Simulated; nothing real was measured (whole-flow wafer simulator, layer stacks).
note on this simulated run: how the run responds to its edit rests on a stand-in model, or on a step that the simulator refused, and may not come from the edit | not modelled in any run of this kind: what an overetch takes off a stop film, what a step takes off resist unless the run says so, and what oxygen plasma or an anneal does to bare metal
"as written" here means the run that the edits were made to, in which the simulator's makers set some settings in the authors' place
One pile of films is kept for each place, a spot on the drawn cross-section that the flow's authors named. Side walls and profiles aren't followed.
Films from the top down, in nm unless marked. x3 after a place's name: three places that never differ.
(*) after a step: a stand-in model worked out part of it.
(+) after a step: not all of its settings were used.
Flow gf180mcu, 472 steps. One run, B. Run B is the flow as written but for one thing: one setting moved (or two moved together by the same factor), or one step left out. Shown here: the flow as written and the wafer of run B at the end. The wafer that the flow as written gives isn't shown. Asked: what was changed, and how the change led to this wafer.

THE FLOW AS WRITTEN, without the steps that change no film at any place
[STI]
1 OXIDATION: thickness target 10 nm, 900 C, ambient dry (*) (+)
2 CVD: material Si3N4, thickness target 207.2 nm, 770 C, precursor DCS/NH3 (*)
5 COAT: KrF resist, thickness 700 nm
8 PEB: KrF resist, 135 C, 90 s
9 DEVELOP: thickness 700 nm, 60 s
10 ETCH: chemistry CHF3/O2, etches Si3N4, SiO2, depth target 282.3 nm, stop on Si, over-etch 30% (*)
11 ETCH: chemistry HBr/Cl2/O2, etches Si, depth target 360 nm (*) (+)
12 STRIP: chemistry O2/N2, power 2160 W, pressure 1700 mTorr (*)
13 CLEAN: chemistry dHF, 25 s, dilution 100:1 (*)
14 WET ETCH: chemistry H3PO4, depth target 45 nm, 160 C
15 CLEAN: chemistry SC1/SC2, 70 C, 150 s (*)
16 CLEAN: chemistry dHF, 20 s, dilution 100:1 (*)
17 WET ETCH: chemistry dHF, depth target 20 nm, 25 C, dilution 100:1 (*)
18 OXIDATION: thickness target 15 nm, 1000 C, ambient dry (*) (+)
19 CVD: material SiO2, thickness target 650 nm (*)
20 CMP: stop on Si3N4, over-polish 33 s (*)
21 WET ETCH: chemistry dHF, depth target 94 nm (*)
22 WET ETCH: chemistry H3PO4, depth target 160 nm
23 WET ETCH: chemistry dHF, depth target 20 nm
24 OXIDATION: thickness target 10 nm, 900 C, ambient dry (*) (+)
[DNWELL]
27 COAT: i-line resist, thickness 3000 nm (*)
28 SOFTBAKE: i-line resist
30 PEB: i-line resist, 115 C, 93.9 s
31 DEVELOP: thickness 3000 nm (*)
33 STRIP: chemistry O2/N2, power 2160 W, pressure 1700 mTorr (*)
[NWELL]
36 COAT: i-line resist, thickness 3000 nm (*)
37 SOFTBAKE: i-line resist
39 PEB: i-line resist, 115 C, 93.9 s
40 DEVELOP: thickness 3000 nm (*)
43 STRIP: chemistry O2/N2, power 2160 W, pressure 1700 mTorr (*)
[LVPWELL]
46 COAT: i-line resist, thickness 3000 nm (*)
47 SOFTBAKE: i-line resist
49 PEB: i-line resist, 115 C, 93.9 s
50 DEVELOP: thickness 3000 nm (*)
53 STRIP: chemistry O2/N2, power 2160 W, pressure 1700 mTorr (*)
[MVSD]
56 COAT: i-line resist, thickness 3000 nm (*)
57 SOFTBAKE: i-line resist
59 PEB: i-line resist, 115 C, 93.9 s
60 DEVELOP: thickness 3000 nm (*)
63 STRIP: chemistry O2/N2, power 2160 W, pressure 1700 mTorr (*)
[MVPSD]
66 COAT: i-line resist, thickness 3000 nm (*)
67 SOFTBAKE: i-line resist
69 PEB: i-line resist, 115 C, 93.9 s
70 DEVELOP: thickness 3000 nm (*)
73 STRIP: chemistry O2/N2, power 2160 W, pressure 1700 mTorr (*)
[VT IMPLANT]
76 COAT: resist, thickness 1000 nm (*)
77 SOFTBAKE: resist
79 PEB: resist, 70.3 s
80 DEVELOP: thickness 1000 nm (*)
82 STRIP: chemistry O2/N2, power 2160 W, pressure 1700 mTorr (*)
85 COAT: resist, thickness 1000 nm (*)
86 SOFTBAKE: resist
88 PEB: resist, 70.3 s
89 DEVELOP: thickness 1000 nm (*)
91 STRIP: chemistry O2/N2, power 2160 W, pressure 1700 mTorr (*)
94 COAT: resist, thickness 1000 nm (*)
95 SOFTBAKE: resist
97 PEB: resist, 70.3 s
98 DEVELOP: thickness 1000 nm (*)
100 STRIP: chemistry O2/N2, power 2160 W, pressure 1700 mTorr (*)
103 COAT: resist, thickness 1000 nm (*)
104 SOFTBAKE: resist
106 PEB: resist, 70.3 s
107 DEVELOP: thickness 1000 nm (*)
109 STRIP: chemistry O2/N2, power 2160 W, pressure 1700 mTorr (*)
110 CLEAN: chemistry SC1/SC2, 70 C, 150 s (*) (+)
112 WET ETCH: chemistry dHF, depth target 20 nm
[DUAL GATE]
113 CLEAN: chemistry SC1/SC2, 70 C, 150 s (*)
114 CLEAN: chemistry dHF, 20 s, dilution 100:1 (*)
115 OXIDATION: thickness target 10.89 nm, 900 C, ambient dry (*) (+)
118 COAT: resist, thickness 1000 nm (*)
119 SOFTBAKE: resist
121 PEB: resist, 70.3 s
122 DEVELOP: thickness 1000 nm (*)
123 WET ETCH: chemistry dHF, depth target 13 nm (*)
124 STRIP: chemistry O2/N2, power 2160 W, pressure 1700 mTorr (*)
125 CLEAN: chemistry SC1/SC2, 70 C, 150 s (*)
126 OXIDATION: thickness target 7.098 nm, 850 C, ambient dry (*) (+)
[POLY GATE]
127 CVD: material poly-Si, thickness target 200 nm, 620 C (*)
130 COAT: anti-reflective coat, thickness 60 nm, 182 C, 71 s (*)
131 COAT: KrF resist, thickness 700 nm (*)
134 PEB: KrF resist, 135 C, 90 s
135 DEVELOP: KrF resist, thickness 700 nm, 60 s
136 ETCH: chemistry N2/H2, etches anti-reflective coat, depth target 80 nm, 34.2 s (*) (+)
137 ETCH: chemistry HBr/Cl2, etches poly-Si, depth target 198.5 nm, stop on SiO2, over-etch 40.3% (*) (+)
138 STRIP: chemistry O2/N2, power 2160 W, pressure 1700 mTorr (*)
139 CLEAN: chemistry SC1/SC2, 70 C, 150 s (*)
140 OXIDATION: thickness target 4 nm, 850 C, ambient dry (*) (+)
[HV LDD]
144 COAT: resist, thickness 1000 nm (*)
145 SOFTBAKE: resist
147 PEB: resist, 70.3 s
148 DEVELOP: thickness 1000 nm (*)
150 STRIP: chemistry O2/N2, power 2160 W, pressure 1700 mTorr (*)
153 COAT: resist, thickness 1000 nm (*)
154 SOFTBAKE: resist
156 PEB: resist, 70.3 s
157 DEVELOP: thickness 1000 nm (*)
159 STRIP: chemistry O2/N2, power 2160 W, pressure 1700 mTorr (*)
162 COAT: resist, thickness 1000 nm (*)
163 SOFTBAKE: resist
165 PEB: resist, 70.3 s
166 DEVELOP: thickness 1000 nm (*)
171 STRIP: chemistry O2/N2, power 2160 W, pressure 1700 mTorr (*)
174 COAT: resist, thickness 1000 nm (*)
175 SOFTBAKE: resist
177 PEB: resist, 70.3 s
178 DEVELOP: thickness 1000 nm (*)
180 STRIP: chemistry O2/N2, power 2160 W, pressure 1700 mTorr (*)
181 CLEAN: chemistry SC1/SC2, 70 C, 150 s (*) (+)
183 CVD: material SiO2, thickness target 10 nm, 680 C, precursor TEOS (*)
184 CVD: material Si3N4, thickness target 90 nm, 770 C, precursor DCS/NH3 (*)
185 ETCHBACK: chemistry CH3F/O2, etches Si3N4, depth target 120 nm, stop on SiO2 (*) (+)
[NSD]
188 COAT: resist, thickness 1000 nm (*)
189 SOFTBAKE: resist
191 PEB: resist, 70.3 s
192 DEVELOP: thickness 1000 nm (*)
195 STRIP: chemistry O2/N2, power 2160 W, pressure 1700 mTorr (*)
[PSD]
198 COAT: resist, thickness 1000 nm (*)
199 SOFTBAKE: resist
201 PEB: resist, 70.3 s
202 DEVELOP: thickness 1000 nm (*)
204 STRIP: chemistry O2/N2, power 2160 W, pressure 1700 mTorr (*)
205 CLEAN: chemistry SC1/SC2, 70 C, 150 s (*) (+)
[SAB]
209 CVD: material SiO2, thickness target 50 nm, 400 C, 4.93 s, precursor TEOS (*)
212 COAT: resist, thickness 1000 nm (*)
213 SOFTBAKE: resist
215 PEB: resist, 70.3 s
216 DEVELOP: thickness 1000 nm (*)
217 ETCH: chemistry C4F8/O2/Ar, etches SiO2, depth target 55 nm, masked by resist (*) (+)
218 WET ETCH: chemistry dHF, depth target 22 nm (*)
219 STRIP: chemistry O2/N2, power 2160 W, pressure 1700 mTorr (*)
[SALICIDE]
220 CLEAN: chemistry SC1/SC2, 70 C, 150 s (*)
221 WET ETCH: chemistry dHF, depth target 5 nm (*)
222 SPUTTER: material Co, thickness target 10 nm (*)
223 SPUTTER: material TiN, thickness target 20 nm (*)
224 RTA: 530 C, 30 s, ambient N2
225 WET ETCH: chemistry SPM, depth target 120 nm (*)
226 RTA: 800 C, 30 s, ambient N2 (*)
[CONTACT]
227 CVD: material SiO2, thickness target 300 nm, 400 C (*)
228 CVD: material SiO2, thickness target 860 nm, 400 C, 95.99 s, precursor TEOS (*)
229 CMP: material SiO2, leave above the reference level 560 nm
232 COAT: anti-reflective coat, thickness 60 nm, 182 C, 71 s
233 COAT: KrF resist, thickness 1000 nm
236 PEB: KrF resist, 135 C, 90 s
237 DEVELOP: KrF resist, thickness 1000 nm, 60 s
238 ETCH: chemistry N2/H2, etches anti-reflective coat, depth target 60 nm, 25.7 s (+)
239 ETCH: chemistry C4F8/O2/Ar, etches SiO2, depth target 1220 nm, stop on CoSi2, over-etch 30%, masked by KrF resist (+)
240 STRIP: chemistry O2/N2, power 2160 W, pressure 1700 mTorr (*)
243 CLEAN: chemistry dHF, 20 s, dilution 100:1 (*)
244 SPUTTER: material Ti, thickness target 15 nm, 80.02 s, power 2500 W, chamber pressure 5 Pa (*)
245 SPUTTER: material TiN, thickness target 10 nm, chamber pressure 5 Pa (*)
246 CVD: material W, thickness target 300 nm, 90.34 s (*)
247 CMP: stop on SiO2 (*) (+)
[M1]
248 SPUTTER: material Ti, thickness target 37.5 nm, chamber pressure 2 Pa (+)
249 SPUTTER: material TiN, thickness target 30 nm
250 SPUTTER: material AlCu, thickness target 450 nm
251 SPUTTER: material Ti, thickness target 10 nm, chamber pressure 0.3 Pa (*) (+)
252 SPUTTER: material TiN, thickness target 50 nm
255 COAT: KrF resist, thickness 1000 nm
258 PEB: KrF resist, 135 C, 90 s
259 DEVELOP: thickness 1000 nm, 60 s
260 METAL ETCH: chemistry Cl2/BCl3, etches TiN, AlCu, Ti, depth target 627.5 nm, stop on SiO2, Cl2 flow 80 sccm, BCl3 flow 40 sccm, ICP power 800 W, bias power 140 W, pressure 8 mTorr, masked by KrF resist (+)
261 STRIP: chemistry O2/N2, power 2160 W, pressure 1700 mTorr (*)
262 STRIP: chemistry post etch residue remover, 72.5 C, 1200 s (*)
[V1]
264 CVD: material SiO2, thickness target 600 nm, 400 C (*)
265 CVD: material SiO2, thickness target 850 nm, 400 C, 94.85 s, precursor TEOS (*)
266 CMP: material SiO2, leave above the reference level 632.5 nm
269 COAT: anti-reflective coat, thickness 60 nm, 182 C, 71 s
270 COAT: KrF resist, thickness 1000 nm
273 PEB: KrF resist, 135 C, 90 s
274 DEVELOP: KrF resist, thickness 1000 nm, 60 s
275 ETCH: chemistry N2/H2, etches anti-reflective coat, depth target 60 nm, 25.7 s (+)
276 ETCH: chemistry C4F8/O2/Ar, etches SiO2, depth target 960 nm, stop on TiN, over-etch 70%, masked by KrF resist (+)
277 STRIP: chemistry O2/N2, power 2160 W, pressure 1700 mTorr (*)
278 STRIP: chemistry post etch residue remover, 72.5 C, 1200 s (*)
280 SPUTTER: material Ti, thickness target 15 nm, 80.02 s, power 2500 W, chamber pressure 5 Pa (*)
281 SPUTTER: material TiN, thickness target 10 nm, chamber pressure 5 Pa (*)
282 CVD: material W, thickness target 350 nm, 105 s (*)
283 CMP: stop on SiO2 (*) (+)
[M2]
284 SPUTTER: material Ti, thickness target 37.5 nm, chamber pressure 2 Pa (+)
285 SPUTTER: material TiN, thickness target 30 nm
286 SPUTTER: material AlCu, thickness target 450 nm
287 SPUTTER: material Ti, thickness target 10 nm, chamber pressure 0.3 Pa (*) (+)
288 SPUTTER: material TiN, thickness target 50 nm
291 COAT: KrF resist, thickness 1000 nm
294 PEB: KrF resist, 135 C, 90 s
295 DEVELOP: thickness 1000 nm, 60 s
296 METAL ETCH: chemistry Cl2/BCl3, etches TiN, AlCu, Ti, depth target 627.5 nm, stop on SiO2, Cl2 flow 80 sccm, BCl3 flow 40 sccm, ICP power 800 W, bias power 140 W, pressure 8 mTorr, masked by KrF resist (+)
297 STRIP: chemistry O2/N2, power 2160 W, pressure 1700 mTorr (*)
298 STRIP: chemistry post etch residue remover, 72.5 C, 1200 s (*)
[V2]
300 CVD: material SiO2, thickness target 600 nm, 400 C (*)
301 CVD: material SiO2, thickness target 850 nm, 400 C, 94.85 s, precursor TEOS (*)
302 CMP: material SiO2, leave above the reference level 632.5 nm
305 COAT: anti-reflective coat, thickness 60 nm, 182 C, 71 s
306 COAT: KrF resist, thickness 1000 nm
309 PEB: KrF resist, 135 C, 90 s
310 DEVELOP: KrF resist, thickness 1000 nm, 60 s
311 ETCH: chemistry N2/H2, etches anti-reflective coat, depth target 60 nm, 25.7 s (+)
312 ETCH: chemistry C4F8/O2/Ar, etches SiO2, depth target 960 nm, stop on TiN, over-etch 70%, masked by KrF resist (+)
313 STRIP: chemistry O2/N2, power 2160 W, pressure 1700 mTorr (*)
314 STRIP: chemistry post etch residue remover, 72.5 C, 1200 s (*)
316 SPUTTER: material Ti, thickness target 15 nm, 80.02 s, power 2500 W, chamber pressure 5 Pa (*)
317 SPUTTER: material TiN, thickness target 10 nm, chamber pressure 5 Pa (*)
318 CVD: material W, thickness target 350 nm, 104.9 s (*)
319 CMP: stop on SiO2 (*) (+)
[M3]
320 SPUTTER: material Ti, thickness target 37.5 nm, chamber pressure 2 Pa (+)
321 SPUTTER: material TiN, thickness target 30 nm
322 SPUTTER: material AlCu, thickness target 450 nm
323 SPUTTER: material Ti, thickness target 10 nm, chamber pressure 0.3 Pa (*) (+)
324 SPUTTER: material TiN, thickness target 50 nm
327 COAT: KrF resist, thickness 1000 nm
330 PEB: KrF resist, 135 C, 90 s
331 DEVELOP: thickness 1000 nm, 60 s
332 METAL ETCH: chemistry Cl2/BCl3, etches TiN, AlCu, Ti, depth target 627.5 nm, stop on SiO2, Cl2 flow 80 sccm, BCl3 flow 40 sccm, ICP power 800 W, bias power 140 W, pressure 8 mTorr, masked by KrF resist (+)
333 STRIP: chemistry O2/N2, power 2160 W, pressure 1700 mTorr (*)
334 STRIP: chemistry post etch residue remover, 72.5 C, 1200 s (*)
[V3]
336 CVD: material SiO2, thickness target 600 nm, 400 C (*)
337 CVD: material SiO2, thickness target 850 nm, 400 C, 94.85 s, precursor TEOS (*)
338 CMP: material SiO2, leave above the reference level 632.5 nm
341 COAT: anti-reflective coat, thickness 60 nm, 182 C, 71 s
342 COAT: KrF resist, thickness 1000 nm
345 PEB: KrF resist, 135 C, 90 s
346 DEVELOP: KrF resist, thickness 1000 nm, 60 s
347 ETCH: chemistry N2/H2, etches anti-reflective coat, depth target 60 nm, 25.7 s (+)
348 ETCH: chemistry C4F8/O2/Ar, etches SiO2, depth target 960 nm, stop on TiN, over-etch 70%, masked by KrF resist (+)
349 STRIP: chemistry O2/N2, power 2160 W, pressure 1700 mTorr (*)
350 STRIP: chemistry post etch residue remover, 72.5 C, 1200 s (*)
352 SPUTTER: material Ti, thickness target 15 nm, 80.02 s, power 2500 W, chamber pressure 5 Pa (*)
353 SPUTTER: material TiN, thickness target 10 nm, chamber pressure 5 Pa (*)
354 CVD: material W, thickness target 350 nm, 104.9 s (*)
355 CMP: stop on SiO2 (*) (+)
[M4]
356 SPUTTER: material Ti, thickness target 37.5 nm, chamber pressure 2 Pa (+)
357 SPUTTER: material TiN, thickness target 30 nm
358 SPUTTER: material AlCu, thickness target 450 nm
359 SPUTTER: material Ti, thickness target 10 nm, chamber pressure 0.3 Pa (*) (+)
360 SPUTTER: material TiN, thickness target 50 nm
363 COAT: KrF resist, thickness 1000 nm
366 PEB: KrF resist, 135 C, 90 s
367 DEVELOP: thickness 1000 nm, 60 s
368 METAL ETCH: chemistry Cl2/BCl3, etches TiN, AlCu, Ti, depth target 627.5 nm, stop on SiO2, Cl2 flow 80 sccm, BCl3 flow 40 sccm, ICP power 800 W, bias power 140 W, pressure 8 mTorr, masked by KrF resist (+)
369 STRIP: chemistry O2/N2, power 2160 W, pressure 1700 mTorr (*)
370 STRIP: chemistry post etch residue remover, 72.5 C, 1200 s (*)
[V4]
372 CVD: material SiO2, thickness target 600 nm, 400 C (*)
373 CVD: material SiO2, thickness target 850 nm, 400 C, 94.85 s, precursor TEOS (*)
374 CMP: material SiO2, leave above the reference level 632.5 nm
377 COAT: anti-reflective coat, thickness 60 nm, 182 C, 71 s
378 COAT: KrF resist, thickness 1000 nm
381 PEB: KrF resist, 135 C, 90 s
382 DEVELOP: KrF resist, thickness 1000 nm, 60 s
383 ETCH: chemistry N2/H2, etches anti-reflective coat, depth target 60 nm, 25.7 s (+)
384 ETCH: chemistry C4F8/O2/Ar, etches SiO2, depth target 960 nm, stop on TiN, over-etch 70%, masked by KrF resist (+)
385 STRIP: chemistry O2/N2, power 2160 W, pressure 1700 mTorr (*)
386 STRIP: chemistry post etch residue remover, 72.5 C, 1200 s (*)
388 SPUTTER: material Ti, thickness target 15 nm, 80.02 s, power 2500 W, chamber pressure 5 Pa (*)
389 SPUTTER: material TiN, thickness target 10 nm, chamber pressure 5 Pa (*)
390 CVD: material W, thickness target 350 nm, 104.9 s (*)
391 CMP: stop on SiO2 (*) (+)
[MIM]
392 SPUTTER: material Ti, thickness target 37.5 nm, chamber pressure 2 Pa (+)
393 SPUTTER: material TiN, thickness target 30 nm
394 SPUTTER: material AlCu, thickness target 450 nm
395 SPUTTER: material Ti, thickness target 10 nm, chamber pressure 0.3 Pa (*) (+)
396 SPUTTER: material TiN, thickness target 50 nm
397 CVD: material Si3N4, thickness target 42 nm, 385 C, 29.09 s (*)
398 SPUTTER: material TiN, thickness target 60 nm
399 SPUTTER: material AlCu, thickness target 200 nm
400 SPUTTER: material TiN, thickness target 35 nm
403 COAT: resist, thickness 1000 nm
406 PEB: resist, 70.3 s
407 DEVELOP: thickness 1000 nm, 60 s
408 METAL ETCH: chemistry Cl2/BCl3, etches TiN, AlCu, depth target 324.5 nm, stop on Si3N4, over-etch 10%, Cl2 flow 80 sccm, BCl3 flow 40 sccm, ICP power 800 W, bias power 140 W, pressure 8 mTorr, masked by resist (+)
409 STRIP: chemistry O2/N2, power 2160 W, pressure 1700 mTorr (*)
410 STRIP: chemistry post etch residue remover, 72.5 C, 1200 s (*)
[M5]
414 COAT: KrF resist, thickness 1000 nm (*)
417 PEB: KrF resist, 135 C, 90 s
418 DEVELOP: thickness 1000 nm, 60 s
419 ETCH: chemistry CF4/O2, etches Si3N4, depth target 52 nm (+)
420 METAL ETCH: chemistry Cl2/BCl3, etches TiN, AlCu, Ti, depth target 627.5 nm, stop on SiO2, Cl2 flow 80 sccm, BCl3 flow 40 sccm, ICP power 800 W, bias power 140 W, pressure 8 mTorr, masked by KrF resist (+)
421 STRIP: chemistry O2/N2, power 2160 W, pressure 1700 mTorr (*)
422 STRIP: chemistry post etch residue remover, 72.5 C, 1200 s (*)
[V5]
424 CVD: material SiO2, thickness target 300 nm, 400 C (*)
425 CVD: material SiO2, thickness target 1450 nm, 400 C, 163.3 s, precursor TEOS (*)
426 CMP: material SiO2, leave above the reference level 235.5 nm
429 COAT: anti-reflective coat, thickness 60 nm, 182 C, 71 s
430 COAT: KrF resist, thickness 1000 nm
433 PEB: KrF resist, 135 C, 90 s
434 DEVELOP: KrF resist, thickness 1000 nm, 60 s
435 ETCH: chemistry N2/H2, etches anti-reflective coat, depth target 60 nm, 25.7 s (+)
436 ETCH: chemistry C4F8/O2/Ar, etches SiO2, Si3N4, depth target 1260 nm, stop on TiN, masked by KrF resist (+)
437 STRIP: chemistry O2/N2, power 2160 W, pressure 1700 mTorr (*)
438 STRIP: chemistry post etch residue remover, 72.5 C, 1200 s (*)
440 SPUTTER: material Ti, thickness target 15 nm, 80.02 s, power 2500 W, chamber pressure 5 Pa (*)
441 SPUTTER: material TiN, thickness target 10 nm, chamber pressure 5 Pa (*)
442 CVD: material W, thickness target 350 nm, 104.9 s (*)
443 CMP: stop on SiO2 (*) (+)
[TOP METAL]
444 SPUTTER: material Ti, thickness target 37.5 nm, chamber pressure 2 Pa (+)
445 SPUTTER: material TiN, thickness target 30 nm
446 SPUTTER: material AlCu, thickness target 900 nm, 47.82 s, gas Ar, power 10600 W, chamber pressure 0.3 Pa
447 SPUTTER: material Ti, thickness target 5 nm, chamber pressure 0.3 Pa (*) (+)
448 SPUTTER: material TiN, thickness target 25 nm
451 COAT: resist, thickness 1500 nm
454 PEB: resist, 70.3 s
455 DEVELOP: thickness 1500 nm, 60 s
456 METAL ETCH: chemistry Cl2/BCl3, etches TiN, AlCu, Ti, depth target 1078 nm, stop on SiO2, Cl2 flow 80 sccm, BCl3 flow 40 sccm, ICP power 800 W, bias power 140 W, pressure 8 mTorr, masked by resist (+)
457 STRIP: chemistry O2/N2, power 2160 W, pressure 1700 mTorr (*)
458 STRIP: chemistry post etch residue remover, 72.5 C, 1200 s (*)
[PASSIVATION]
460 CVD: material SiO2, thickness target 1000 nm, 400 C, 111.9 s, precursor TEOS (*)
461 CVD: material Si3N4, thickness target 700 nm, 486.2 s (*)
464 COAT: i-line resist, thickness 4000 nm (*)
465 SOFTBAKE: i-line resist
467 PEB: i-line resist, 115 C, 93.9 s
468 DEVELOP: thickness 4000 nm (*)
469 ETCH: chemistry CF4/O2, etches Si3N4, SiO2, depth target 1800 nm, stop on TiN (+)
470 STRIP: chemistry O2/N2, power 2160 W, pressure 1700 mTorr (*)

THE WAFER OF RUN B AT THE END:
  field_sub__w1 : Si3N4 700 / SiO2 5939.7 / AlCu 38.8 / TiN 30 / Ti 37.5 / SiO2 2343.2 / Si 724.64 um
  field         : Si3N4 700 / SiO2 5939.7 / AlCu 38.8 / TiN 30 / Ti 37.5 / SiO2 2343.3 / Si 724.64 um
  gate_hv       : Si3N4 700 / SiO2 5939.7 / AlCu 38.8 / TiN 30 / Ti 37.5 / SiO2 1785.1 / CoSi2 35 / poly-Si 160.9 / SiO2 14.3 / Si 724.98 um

The cause: step 286, SPUTTER: thickness target 612 nm was run, where the flow has thickness target 450 nm.

How the change led to this, step by step:
  286 SPUTTER: material AlCu, thickness target 450 nm
      field, field__w1, field__w2 and 108 more: AlCu +612 (new film) (as written it would be: AlCu +450 (new film))
  296 METAL ETCH: chemistry Cl2/BCl3, etches TiN, AlCu, Ti, depth target 627.5 nm, stop on SiO2, Cl2 flow 80 sccm, BCl3 flow 40 sccm, ICP power 800 W, bias power 140 W, pressure 8 mTorr, masked by KrF resist (+)
      field, field__w1, field__w2 and 103 more: TiN -50 (all of it), Ti -10 (all of it), AlCu -567.5 (as written it would be: TiN -50 (all of it), Ti -10 (all of it), AlCu -450 (all of it), TiN -30 (all of it), Ti -37.5 (all of it))
  298 STRIP: chemistry post etch residue remover, 72.5 C, 1200 s (*)
      field, field__w1, field__w2 and 103 more: AlCu -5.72 (as written it would be: nothing)
  300 CVD: material SiO2, thickness target 600 nm, 400 C (*)
      field, field__w1, field__w2 and 103 more: SiO2 +600 (new film) (as written it would be: SiO2 +600)
  302 CMP: material SiO2, leave above the reference level 632.5 nm
      field, field__w1, field__w2 and 103 more: SiO2 -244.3 (as written it would be: SiO2 -300)
Counting metal films that touch as one body, field_sub__w1 has 1 body; the flow as written gives 0 bodies.
Counting metal films that touch as one body, field has 1 body; the flow as written gives 0 bodies.
Counting metal films that touch as one body, gate_hv has 2 bodies (between them, from the top down: SiO2 1785.1); the flow as written gives 1 body.
